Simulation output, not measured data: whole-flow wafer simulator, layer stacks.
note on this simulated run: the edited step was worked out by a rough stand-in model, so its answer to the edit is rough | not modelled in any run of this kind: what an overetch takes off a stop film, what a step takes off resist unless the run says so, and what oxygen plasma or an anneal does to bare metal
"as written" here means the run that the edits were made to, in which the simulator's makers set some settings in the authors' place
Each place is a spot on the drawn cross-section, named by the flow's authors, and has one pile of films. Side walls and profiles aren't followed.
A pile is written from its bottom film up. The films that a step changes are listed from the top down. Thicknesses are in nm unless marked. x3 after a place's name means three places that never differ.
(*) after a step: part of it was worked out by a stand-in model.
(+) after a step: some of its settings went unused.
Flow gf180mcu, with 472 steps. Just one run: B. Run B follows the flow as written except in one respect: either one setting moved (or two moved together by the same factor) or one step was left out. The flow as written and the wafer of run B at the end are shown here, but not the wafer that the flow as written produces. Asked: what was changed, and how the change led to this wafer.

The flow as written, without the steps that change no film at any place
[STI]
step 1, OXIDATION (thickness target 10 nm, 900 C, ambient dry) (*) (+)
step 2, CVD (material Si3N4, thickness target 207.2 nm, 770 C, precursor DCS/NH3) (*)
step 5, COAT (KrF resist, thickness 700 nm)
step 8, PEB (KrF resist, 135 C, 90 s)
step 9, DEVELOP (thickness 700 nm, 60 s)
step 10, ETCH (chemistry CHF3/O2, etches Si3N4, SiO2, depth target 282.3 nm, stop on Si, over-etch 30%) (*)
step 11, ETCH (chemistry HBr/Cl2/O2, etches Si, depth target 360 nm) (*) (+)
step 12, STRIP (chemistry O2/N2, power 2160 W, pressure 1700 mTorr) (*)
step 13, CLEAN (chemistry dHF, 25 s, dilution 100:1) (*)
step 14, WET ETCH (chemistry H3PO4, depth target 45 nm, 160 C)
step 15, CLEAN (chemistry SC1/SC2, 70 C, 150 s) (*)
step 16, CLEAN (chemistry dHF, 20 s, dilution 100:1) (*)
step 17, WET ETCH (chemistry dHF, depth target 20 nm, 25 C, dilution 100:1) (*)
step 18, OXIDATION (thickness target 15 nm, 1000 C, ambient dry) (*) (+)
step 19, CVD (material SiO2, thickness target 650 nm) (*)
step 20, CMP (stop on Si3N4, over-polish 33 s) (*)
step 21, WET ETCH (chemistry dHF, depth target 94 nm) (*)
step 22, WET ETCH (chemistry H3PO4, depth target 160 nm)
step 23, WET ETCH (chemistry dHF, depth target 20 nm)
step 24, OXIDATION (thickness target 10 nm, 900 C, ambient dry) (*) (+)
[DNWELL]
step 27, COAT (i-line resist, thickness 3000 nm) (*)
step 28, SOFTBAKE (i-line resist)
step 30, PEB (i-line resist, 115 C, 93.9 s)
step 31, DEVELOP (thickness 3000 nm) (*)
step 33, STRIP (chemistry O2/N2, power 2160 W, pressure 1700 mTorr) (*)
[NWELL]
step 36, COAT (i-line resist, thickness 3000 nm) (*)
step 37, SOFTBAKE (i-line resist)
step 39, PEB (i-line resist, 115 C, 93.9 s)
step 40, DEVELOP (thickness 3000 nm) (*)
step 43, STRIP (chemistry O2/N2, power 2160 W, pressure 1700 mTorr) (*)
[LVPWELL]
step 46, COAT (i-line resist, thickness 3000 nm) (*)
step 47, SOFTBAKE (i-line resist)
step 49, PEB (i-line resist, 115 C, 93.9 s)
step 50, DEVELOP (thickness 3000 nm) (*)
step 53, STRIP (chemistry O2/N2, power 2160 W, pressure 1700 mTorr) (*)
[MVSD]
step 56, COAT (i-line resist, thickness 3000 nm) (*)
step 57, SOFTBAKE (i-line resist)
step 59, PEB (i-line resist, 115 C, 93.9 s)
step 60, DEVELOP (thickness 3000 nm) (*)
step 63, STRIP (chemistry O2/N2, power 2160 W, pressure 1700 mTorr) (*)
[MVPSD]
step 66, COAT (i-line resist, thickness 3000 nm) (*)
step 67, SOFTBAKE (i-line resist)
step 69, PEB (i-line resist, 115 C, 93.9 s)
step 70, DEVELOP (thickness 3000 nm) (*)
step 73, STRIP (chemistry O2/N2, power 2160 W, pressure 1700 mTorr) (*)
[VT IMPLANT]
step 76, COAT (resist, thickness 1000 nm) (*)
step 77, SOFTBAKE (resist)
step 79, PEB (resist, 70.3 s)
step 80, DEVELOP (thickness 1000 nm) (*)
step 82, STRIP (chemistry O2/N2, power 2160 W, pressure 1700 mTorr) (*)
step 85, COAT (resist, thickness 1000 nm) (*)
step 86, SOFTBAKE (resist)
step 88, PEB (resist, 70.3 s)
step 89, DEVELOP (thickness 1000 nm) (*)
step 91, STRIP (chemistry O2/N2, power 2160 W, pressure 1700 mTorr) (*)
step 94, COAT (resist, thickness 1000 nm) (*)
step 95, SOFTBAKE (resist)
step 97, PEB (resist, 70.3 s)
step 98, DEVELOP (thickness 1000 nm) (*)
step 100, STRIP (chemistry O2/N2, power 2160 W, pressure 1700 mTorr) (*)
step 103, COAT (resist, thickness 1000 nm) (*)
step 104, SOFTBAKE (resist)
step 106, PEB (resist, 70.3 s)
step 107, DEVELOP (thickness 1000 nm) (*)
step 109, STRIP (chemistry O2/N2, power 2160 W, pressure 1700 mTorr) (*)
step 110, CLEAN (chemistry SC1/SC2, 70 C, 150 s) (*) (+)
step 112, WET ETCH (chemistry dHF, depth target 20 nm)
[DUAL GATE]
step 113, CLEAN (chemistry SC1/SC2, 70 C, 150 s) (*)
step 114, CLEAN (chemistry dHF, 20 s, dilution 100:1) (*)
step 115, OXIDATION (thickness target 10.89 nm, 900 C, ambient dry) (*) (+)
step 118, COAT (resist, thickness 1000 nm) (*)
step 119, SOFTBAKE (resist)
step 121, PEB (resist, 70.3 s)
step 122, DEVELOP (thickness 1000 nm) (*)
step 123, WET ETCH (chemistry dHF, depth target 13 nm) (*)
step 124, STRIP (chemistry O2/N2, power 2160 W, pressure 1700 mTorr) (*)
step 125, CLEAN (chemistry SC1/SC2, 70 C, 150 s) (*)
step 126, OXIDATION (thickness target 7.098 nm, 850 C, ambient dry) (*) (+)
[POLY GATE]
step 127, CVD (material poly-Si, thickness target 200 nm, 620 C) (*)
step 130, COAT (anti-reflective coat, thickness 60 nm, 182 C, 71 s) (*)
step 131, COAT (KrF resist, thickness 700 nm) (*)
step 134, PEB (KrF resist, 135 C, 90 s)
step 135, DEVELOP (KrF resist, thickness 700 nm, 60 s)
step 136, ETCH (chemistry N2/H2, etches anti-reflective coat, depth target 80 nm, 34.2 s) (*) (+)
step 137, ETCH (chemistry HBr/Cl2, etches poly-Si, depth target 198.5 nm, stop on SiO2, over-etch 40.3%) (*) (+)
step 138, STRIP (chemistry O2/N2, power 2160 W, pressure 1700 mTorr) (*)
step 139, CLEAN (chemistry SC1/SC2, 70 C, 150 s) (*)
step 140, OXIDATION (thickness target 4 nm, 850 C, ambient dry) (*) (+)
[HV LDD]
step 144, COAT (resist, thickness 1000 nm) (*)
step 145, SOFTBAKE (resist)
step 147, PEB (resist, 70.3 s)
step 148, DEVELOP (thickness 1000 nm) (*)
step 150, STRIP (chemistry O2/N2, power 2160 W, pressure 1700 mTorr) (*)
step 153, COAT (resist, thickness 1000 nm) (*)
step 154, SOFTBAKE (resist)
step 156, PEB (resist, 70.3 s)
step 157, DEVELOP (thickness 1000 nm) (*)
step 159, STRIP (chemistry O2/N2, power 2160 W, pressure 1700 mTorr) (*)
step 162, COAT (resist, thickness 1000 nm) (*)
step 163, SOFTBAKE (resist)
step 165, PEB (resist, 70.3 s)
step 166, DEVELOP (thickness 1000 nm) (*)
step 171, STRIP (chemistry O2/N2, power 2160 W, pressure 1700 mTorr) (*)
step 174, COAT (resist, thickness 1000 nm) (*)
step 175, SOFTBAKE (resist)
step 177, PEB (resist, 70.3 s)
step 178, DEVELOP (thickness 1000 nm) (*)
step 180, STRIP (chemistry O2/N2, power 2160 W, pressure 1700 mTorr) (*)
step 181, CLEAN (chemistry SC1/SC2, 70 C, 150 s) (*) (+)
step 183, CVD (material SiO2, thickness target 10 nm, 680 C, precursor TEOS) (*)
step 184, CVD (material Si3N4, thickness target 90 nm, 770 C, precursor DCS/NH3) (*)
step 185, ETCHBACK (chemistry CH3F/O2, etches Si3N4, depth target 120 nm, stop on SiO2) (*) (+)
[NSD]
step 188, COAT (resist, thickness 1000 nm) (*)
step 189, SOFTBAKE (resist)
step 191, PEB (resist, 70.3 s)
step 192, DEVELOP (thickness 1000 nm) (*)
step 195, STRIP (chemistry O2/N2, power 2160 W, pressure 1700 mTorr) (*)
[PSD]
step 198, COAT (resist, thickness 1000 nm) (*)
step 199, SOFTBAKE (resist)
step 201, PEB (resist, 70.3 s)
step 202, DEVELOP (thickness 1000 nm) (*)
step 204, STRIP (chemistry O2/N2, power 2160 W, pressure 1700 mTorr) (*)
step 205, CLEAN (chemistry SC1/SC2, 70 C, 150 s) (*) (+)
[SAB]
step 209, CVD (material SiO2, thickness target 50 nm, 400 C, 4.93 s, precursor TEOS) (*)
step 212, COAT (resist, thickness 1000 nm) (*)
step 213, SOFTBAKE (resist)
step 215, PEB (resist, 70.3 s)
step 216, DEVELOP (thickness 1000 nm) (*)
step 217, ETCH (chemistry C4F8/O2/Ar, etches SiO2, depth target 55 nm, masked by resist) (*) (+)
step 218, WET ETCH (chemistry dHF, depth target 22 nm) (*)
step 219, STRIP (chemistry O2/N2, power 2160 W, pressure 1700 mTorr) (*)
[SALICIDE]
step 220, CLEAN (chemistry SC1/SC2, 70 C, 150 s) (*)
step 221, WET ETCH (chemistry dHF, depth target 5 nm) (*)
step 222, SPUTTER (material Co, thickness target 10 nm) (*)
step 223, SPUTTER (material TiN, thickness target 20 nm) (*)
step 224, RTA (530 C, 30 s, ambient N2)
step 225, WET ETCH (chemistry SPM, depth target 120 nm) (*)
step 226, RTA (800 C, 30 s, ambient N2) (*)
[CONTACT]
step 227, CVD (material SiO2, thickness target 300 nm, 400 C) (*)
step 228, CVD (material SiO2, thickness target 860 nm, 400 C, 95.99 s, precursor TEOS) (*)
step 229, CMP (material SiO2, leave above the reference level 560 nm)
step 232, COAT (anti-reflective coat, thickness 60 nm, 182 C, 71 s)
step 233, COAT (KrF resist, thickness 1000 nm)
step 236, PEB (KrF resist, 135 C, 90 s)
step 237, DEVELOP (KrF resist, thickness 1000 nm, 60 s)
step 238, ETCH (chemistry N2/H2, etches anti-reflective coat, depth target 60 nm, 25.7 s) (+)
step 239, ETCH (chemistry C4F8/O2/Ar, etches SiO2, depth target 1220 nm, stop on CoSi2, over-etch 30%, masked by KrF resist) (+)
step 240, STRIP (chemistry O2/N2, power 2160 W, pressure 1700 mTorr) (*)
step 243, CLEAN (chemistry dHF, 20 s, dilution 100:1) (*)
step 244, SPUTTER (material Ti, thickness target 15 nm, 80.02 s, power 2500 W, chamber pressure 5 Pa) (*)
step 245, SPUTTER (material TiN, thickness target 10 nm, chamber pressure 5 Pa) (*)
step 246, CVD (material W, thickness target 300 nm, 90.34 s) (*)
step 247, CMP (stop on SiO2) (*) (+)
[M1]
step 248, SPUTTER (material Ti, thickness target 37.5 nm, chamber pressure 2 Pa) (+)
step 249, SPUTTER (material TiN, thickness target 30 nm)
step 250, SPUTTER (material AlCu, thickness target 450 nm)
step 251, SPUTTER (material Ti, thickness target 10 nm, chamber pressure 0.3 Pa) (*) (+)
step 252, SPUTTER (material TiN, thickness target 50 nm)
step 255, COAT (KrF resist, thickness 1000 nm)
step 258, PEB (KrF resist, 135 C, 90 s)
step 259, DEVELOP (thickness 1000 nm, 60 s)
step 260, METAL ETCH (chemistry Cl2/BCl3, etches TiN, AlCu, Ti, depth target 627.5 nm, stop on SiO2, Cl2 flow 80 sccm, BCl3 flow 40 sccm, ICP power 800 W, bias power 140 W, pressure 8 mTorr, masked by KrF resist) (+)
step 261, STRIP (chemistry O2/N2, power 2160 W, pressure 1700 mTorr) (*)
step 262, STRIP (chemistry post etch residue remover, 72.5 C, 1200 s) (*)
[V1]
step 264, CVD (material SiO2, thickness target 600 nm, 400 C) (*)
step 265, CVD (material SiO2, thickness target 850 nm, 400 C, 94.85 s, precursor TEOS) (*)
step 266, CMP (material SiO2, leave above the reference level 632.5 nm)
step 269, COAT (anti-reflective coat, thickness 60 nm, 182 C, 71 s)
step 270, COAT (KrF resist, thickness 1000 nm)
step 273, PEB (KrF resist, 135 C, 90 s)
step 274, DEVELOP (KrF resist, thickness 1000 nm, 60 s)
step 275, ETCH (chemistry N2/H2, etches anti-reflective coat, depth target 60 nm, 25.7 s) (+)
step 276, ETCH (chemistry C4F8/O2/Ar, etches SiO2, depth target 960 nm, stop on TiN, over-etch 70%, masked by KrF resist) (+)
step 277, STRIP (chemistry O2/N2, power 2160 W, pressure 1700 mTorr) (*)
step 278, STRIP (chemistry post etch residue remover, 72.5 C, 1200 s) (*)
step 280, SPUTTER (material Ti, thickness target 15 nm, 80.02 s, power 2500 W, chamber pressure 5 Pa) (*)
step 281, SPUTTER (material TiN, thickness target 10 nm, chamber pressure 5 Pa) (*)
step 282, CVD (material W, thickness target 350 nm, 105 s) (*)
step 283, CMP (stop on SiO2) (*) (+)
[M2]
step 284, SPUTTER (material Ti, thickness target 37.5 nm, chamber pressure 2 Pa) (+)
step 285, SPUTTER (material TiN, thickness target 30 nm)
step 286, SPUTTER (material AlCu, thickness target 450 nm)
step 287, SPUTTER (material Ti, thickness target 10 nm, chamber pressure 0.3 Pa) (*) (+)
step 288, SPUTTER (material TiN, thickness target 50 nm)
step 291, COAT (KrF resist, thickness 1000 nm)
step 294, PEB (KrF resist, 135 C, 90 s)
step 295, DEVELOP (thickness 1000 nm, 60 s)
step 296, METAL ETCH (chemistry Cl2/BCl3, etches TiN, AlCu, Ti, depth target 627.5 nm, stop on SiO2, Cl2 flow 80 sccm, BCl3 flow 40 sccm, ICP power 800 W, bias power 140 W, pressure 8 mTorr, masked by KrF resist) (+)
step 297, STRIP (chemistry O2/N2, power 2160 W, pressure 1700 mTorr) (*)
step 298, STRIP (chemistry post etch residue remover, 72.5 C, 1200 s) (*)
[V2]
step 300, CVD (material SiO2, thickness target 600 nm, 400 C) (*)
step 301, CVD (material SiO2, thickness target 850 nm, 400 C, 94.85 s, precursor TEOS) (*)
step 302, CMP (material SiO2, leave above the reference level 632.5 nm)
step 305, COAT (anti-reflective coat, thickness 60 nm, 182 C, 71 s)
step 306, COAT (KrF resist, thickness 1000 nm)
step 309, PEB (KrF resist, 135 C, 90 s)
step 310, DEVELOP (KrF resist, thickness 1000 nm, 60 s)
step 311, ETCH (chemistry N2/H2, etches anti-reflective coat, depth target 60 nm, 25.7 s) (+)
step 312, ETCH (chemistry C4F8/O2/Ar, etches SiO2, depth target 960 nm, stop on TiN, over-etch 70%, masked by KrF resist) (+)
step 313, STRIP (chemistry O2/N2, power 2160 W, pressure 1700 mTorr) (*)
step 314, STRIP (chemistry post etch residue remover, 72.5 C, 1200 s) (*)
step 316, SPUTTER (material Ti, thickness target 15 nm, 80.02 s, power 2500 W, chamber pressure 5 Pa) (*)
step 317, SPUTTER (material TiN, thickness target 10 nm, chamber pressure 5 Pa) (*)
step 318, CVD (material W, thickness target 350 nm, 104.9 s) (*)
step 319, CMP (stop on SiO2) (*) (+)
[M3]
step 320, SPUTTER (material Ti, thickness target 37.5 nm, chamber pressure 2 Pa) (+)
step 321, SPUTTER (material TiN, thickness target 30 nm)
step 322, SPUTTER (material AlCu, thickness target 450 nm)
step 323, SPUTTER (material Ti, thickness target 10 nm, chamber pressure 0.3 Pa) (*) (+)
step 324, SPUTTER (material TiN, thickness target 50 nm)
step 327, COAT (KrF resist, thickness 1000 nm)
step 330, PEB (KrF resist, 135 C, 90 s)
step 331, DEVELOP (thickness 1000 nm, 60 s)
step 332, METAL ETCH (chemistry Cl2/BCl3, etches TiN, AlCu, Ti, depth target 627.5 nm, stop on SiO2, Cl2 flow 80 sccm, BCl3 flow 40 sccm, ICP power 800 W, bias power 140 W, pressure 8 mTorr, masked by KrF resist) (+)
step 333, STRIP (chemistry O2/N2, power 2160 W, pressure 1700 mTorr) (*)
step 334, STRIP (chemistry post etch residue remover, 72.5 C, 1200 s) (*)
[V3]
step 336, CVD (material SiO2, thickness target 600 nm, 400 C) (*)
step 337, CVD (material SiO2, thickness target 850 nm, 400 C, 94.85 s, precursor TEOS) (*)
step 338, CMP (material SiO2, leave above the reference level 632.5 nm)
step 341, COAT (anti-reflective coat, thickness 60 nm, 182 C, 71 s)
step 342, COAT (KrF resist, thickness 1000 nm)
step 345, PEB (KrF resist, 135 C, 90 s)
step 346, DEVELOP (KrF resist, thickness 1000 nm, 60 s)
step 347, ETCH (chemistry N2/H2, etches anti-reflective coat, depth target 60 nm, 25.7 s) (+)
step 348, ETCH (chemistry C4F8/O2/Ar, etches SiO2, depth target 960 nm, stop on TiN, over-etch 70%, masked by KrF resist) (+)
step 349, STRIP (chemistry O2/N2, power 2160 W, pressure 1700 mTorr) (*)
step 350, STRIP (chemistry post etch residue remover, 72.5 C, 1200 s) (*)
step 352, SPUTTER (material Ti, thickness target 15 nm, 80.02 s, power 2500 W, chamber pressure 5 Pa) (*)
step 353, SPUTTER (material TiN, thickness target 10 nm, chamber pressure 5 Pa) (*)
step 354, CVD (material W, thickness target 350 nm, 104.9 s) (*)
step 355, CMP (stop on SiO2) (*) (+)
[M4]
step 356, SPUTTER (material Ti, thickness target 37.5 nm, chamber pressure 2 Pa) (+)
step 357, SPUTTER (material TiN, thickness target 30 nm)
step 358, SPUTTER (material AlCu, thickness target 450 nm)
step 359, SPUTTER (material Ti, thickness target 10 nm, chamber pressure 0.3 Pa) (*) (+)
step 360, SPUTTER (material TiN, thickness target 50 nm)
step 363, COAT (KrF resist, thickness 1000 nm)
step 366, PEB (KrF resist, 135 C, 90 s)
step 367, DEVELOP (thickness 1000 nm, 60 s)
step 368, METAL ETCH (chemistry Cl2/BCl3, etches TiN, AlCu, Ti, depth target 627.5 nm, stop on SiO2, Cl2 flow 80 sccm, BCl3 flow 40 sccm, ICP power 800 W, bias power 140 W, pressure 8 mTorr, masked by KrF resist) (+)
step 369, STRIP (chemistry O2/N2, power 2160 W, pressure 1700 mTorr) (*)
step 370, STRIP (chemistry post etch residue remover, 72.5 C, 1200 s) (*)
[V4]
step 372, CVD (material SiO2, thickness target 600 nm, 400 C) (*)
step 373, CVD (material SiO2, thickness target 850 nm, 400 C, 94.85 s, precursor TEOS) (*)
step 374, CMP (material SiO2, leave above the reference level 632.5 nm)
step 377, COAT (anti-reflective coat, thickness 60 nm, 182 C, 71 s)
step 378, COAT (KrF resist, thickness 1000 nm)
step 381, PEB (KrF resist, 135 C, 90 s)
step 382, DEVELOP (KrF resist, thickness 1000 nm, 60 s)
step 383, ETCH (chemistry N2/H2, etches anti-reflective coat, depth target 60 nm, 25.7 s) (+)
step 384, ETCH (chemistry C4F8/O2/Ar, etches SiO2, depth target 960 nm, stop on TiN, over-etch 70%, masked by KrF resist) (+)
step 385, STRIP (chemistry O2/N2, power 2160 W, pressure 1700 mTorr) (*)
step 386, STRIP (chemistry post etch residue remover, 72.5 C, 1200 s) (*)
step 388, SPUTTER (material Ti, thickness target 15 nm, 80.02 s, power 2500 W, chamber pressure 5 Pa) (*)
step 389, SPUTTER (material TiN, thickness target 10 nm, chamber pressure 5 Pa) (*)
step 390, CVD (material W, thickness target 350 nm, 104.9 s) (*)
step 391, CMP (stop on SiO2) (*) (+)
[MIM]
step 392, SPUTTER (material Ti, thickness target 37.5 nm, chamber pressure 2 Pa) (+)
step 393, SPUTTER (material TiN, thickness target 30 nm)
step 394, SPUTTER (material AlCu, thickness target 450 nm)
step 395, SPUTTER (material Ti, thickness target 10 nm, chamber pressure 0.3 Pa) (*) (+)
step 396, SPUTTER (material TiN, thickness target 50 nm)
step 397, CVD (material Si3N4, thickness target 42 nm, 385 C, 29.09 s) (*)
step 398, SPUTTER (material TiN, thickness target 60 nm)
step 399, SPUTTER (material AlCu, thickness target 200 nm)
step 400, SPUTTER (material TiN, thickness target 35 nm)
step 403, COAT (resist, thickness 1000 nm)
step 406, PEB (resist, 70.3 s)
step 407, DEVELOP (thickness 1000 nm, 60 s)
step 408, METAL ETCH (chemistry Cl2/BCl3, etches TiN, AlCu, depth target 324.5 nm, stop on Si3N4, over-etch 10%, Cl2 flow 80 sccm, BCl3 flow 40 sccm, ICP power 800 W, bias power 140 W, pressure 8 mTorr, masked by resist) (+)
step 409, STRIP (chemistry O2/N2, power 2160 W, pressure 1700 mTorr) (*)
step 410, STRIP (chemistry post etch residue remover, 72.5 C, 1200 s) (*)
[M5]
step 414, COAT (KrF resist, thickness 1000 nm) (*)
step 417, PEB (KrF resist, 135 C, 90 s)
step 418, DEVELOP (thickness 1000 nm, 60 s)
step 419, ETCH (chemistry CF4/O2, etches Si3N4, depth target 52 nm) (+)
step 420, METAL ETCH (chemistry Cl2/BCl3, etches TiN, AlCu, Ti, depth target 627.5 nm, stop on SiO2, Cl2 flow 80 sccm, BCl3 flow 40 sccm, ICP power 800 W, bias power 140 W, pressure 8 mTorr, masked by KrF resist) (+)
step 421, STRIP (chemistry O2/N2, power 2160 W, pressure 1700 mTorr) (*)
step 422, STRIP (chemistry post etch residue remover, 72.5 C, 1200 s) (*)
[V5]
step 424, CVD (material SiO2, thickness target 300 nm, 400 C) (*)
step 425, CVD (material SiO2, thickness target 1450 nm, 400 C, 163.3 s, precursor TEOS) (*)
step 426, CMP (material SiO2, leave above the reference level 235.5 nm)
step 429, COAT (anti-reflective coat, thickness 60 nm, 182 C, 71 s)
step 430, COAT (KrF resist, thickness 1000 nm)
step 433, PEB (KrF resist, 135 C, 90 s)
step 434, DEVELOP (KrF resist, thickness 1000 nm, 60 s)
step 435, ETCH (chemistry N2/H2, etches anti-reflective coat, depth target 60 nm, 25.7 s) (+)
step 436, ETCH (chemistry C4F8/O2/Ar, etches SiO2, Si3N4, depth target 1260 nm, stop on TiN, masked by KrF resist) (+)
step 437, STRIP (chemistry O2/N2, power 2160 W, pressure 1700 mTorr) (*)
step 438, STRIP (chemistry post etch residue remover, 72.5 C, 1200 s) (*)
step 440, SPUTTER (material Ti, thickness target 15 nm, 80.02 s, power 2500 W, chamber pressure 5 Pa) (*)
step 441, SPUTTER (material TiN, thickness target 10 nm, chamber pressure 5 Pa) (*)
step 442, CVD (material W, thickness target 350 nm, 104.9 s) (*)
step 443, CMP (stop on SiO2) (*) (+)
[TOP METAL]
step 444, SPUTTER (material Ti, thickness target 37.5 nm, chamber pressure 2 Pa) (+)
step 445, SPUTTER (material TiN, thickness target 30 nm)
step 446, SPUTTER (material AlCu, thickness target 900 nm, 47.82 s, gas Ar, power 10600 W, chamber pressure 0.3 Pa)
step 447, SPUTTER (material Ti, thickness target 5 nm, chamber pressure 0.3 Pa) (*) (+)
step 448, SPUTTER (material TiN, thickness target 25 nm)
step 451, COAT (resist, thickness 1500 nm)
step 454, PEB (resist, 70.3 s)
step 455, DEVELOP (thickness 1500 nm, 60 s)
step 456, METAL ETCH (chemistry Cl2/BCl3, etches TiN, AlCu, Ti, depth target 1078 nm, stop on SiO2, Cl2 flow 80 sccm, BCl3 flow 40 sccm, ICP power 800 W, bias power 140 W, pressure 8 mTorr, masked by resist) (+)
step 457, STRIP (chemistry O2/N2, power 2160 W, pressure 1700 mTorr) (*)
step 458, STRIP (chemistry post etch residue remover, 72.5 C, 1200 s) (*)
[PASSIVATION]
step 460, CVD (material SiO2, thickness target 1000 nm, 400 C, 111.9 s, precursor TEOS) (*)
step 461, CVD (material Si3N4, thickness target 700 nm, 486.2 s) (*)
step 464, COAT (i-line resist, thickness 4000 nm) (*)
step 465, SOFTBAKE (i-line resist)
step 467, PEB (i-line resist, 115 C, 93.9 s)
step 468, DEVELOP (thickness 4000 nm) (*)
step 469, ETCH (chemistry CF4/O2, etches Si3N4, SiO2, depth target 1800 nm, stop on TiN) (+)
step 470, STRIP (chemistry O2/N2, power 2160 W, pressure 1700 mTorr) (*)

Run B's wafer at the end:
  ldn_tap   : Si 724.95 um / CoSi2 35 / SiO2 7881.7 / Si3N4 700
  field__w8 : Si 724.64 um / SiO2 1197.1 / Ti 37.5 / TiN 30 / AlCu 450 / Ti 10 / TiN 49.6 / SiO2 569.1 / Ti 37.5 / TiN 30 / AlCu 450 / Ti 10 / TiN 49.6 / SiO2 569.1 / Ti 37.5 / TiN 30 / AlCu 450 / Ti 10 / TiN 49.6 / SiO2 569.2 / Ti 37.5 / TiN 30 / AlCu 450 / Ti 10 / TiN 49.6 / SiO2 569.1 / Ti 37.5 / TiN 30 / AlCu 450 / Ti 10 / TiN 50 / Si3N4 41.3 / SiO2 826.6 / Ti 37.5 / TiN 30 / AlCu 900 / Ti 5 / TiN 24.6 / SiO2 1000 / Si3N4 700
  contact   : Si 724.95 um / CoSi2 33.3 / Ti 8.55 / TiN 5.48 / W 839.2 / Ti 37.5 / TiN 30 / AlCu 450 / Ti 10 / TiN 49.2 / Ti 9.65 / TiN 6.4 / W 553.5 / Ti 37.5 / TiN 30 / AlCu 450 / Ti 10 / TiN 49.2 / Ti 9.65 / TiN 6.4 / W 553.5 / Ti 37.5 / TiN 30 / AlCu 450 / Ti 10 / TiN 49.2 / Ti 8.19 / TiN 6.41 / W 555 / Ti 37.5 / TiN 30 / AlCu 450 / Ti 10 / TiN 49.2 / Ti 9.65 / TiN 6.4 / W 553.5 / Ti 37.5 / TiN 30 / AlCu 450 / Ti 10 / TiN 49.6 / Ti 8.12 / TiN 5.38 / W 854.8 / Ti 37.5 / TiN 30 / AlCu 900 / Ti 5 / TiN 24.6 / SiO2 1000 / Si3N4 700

The reason: step 352, SPUTTER: 68.02 s was run, while the flow as written has 80.02 s.

The path from the change to this, step by step:
  step 352, SPUTTER (material Ti, thickness target 15 nm, 80.02 s, power 2500 W, chamber pressure 5 Pa) (*)
      field, field__w1, field__w2 and 107 more: Ti gains 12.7 (new film) (as written it would have been: Ti gains 15 (new film))
      contact: Ti gains 8.19 (new film) (as written it would have been: Ti gains 9.65 (new film))
  step 355, CMP (stop on SiO2) (*) (+)
      field, field__w1, field__w2 and 107 more: W loses 350 (all of it), TiN loses 10 (all of it), Ti loses 12.7 (all of it), SiO2 loses 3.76 (as written it would have been: W loses 350 (all of it), TiN loses 10 (all of it), Ti loses 15 (all of it), SiO2 loses 3.78)
